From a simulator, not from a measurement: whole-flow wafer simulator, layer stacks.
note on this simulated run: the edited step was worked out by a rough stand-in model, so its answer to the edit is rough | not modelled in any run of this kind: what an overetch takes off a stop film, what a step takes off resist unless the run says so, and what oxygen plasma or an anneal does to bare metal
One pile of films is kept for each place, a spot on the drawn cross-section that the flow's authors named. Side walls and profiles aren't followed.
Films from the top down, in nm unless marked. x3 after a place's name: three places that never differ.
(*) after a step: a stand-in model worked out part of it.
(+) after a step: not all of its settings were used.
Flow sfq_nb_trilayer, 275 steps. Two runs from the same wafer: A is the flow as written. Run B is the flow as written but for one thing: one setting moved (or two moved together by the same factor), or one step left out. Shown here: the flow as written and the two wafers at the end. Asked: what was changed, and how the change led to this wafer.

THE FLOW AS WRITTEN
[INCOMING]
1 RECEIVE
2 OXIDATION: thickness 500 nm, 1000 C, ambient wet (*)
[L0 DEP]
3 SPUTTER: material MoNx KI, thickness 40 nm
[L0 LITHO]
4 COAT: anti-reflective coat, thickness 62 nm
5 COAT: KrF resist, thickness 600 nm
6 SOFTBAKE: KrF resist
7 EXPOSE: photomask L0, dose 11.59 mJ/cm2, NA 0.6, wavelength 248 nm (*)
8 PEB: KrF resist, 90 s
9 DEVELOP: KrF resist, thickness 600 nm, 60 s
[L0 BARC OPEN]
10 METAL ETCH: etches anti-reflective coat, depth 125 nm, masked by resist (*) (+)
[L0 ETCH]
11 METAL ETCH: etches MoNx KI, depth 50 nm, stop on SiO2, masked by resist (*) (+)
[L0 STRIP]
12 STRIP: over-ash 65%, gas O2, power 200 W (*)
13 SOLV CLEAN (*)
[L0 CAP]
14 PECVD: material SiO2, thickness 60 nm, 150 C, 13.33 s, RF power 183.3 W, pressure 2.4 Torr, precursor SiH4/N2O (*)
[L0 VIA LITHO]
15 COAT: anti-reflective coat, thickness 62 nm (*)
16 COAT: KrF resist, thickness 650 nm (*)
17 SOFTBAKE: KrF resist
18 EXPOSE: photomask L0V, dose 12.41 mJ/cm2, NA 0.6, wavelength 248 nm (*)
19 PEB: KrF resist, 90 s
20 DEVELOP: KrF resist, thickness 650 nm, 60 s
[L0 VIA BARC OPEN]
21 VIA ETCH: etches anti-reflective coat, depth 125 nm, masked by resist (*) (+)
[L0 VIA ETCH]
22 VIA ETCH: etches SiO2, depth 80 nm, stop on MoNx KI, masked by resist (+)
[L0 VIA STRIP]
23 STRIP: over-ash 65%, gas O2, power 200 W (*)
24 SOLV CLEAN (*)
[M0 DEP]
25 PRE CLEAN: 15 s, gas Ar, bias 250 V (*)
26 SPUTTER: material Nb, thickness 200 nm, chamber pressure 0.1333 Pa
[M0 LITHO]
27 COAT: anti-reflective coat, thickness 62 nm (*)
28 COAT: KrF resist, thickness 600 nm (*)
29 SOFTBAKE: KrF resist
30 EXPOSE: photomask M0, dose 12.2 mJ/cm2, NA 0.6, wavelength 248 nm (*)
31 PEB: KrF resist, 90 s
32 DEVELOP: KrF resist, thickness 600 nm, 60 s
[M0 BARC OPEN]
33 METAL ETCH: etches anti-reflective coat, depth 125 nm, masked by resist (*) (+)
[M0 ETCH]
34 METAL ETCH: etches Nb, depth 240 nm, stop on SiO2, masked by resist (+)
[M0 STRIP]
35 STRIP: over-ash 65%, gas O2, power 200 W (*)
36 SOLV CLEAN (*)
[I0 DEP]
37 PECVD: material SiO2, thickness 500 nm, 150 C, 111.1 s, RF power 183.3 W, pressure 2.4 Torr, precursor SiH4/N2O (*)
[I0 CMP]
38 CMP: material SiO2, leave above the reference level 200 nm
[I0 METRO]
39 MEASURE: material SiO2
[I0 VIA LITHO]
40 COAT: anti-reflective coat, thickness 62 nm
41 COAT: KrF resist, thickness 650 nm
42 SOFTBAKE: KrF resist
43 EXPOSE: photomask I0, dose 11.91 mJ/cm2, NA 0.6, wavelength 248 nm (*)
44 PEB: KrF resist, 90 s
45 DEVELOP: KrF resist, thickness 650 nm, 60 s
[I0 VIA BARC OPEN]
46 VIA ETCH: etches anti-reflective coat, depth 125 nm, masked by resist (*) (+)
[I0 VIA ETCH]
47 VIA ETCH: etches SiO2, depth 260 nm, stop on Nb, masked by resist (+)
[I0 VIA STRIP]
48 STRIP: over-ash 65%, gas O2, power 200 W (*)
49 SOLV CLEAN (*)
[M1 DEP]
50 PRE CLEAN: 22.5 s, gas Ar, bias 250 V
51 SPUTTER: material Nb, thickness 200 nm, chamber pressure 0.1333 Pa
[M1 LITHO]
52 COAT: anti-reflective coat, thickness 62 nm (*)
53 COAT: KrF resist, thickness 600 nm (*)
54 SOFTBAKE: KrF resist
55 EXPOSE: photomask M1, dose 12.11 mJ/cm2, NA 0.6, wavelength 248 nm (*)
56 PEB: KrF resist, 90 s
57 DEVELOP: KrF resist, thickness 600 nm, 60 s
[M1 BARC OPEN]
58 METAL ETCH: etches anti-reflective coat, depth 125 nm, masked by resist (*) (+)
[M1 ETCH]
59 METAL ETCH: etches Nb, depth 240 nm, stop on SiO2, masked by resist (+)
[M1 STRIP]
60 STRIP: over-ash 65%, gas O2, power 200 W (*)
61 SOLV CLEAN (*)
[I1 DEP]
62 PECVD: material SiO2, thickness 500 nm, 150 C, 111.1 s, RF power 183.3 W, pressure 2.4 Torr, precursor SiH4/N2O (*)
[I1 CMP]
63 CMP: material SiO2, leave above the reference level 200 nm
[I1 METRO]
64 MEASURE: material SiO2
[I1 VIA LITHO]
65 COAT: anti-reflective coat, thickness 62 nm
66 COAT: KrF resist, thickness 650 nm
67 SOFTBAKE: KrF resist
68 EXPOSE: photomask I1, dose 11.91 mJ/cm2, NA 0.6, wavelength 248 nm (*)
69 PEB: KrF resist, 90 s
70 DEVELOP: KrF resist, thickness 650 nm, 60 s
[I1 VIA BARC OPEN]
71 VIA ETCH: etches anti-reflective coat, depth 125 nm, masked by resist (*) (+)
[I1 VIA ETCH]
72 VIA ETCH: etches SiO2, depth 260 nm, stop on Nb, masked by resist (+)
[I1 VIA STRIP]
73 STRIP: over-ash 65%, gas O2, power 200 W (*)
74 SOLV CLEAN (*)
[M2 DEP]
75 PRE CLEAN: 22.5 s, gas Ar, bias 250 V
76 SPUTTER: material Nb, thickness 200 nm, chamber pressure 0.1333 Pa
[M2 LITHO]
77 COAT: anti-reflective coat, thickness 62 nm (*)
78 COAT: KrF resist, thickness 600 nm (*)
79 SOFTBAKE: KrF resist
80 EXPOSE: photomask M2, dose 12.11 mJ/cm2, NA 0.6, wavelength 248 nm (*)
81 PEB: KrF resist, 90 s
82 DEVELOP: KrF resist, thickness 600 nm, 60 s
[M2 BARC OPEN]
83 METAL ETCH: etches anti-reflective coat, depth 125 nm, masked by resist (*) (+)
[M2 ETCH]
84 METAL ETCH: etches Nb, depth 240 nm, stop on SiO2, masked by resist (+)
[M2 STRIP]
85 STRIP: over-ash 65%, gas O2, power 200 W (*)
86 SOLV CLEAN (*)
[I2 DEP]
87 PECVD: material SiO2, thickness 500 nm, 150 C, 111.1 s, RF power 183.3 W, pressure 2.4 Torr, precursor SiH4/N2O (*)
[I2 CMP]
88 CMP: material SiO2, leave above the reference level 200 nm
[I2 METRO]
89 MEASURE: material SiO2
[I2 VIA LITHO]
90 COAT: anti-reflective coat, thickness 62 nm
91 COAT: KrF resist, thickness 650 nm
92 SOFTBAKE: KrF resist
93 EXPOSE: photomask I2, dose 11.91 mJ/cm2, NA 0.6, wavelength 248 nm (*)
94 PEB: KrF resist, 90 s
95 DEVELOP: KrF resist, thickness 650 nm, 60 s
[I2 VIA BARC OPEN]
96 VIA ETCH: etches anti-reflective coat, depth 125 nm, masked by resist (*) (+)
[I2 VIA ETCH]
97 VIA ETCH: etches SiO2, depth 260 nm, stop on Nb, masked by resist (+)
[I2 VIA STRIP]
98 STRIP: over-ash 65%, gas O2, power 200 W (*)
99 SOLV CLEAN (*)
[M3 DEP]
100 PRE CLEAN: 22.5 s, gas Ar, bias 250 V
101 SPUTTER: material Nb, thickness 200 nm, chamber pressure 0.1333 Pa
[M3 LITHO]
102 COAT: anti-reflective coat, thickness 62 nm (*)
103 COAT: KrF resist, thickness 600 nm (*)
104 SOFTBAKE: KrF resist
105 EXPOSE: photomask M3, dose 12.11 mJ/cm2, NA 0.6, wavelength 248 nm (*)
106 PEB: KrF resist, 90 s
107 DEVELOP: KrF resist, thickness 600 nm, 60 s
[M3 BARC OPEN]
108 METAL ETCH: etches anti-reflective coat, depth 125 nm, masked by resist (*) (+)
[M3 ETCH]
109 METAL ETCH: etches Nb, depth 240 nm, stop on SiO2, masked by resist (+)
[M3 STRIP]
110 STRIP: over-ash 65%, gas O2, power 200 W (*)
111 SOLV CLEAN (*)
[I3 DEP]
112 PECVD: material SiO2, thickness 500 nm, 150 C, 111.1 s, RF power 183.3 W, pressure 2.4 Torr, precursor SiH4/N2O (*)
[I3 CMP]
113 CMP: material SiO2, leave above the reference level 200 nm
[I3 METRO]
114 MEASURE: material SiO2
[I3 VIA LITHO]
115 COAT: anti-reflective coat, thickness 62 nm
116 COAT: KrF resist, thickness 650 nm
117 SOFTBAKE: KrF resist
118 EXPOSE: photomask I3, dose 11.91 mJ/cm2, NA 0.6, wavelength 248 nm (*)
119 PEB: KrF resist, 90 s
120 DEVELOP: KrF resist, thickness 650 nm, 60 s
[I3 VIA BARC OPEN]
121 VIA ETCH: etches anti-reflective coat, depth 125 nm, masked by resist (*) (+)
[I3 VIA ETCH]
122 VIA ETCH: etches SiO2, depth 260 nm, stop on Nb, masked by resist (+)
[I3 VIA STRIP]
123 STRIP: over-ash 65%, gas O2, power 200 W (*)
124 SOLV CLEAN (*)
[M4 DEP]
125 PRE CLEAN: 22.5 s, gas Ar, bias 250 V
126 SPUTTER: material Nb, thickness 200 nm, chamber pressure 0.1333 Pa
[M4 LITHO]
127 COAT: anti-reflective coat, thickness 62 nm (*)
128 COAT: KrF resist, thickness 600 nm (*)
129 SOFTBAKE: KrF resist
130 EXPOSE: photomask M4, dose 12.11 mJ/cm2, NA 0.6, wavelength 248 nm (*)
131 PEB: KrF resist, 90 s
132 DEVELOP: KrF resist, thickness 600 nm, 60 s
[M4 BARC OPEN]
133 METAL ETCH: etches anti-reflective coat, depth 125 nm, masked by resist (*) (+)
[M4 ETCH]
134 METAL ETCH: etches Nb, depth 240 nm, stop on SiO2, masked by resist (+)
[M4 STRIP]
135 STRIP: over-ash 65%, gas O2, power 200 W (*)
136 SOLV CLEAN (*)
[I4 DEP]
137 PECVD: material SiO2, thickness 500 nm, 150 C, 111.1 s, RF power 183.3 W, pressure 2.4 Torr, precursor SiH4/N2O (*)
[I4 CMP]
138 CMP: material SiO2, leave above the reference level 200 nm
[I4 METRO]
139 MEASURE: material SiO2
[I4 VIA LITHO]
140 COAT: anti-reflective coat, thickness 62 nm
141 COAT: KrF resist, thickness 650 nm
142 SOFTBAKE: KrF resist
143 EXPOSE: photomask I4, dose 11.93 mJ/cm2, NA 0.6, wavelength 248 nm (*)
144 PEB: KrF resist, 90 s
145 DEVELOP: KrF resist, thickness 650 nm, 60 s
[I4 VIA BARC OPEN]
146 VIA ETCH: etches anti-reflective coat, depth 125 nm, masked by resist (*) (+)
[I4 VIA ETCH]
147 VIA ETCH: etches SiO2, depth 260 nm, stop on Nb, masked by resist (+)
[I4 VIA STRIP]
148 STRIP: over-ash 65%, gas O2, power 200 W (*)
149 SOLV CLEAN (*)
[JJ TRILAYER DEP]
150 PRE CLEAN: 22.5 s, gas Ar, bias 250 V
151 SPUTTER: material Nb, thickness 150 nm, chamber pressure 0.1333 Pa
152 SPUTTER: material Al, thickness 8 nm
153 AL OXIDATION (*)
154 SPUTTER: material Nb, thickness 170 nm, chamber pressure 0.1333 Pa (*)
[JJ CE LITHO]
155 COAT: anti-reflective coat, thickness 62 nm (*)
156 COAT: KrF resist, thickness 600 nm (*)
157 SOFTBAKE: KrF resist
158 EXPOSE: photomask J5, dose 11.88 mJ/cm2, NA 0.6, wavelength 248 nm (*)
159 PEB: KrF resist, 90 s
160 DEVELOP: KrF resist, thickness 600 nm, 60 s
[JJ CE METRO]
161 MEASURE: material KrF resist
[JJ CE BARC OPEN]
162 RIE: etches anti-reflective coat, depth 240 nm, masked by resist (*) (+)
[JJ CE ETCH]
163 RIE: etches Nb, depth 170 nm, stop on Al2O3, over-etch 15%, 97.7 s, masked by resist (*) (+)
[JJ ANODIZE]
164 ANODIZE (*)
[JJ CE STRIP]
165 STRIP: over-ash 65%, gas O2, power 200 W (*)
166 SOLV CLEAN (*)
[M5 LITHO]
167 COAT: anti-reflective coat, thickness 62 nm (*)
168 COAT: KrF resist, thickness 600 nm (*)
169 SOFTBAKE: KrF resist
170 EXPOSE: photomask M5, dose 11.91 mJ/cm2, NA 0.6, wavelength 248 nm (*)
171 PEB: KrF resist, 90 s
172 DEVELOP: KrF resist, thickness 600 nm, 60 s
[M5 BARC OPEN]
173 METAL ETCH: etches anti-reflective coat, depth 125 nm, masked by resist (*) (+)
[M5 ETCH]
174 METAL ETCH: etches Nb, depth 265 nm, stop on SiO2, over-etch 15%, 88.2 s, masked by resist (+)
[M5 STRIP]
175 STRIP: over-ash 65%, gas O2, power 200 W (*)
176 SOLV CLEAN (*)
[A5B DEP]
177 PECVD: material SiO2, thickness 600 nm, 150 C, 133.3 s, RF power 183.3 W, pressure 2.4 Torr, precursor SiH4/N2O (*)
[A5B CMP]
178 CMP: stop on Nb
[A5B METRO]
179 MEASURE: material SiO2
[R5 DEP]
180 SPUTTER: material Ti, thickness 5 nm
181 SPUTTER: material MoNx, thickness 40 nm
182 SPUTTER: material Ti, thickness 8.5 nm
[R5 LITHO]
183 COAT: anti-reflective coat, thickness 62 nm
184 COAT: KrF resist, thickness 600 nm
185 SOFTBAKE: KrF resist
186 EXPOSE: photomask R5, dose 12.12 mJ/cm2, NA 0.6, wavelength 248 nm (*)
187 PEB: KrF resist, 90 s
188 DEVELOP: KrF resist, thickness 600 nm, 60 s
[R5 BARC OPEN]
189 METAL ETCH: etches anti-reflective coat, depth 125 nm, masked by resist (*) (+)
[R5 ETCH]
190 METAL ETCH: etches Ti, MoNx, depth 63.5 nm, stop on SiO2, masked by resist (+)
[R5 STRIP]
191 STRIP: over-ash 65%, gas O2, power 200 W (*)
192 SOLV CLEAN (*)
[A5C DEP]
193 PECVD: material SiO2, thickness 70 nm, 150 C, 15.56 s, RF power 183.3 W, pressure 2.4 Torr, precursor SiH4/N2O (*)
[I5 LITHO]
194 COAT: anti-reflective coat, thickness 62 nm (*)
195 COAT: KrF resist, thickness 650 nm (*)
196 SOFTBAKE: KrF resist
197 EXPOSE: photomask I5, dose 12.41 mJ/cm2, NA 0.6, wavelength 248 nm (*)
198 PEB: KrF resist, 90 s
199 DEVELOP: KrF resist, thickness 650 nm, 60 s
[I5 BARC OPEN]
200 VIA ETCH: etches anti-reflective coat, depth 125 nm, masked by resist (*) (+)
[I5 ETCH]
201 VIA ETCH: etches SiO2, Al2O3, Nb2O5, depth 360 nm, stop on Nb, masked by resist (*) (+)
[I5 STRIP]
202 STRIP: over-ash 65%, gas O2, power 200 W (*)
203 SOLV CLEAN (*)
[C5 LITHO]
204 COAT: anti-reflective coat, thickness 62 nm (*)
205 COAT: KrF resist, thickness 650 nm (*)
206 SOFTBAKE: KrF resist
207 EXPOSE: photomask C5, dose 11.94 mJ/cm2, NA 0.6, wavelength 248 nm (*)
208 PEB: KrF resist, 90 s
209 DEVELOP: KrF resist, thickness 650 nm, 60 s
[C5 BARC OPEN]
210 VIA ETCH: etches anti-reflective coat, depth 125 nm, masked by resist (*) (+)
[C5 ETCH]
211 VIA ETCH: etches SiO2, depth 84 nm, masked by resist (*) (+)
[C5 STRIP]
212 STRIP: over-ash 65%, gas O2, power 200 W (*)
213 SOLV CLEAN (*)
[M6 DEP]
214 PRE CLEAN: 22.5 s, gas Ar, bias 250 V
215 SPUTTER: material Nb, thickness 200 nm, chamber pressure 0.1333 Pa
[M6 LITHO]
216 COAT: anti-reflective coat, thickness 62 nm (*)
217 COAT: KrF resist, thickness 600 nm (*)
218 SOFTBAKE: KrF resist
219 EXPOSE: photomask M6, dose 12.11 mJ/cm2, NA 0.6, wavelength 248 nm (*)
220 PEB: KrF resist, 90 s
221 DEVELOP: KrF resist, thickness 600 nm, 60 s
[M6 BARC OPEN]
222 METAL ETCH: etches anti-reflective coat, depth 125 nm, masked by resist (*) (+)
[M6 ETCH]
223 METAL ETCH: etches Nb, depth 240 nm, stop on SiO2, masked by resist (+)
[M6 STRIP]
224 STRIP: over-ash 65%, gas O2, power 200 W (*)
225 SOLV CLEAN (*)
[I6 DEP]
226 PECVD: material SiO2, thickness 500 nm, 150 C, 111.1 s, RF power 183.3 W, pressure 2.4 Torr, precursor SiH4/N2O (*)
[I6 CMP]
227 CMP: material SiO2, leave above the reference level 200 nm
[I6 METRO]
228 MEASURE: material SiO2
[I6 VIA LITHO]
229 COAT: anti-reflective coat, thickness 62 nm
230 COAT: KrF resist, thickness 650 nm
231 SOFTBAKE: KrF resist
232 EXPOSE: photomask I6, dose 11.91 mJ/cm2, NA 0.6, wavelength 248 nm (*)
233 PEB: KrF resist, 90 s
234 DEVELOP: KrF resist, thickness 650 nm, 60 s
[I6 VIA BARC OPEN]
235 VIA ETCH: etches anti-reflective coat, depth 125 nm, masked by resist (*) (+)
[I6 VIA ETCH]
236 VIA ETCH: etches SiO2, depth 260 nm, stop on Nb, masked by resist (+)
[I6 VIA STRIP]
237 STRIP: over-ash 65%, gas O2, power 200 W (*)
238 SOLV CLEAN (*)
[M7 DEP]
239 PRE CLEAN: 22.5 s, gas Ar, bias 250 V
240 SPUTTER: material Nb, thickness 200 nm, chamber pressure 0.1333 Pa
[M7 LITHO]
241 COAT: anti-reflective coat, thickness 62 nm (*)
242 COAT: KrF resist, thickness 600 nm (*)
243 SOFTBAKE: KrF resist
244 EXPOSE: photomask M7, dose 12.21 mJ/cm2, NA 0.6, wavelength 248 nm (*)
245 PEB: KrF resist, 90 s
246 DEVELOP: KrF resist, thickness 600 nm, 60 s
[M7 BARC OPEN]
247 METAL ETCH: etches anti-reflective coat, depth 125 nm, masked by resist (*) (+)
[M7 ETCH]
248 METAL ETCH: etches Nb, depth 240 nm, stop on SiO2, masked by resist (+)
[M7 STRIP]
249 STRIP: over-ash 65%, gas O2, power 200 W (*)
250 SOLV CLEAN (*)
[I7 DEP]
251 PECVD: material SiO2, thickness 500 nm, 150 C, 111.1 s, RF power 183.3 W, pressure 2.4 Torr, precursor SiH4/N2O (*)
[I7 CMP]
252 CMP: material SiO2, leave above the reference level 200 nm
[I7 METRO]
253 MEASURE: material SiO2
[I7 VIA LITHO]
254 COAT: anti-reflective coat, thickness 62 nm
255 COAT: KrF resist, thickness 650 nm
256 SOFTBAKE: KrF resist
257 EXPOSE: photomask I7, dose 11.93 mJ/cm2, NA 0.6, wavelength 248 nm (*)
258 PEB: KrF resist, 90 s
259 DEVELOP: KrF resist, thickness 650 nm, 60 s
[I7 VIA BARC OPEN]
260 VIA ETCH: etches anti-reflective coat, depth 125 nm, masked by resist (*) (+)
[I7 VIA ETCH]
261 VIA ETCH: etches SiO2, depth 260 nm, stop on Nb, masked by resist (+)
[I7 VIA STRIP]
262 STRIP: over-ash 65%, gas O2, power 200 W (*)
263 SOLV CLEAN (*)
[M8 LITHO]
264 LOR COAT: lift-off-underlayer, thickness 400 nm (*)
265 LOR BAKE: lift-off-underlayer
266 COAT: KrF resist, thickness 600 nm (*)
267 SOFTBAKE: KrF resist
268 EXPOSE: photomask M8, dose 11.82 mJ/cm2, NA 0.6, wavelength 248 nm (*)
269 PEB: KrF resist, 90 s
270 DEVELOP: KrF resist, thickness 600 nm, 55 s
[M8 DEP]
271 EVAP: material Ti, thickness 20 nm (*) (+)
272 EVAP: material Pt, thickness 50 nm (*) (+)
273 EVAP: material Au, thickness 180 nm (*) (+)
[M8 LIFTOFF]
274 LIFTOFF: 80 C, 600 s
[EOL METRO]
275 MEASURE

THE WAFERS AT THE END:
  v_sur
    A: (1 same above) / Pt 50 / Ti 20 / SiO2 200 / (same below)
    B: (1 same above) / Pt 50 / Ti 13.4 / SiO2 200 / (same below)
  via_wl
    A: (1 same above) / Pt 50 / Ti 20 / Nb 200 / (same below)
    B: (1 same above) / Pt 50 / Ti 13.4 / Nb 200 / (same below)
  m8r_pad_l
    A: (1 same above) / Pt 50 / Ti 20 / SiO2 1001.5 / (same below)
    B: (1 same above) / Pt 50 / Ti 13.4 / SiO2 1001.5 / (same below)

The cause: step 271, EVAP: thickness 13.4 nm was run, where the flow has thickness 20 nm.
It can be read off the wafer: v_sur has Ti 13.4, and step 271 as written asks for 20 nm.

How the change led to this, step by step:
  271 EVAP: material Ti, thickness 20 nm (*) (+)
      field_l, v_sur, via_wl and 103 more: A Ti +20 (new film) | B Ti +13.4 (new film)
  274 LIFTOFF: 80 C, 600 s
      p4_fl x3, p4_w1 x3, p4_g1 x2 and 66 more: A Au -180 (all of it), Pt -50 (all of it), Ti -20 (all of it), KrF resist -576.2 (all of it), lift-off-underlayer -400 (all of it) | B Au -180 (all of it), Pt -50 (all of it), Ti -13.4 (all of it), KrF resist -576.2 (all of it), lift-off-underlayer -400 (all of it)
      c5j, ce_r: A Au -180 (all of it), Pt -50 (all of it), Ti -20 (all of it), KrF resist -573.3 (all of it), lift-off-underlayer -399.3 (all of it) | B Au -180 (all of it), Pt -50 (all of it), Ti -13.4 (all of it), KrF resist -573.3 (all of it), lift-off-underlayer -399.3 (all of it)
      (and at 19 more places)
